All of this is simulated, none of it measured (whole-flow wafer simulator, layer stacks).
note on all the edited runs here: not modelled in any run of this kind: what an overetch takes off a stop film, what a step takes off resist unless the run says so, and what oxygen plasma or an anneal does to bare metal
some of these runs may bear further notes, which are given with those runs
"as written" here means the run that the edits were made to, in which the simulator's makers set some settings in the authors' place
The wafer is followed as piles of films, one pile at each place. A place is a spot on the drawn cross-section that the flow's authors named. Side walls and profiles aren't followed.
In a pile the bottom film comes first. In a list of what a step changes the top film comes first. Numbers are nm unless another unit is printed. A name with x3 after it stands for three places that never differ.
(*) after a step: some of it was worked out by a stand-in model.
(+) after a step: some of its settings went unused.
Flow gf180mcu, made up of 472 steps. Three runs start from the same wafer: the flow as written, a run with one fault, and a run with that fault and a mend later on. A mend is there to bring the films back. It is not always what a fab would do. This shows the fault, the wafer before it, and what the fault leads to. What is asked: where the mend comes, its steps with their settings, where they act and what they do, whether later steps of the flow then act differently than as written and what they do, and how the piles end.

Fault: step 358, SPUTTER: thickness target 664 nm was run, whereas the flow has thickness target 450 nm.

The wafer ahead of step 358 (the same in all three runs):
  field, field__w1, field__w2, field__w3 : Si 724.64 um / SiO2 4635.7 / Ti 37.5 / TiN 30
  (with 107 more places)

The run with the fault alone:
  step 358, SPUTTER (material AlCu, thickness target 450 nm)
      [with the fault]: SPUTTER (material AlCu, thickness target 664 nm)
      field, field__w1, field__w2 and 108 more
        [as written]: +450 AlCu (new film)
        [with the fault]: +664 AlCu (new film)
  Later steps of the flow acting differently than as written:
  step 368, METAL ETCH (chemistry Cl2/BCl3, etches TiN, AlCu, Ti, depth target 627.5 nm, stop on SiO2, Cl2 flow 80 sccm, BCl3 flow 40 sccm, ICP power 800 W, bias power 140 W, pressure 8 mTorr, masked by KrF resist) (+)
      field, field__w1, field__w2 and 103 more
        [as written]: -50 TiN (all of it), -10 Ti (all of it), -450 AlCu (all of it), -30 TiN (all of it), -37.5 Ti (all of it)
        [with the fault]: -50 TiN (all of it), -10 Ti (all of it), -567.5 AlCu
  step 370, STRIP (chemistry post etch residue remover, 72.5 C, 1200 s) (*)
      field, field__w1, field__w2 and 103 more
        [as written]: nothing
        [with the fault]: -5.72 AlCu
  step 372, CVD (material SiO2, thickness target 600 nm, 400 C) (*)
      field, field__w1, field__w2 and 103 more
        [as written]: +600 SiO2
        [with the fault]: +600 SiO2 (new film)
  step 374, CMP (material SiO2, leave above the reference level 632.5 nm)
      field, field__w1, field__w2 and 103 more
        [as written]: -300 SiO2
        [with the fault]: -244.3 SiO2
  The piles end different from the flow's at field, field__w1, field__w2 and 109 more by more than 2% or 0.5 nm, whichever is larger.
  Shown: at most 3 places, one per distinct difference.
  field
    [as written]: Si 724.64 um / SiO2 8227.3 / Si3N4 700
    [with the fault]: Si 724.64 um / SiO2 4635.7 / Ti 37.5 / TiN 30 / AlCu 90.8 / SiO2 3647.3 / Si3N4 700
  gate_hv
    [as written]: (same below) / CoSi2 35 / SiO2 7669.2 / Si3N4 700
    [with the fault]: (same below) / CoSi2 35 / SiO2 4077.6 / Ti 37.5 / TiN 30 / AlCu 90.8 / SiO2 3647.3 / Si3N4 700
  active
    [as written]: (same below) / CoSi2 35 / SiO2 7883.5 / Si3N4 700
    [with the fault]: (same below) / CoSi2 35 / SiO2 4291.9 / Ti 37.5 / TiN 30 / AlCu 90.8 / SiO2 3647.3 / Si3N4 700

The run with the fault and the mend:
  After step 358 comes the mend.
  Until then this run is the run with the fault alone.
  step 358a, METAL ETCH (chemistry Cl2/BCl3, etches TiN, AlCu, Ti, depth target 214 nm, Cl2 flow 80 sccm, BCl3 flow 40 sccm, ICP power 800 W, bias power 140 W, pressure 8 mTorr) (a further turn of the flow's step 260, with different settings)
      field, field__w1, field__w2 and 108 more
        -214 AlCu
  Every later step of the flow that is run acts as written at every place that is followed.
  By the end, the piles equal the flow's at every place that both follow.
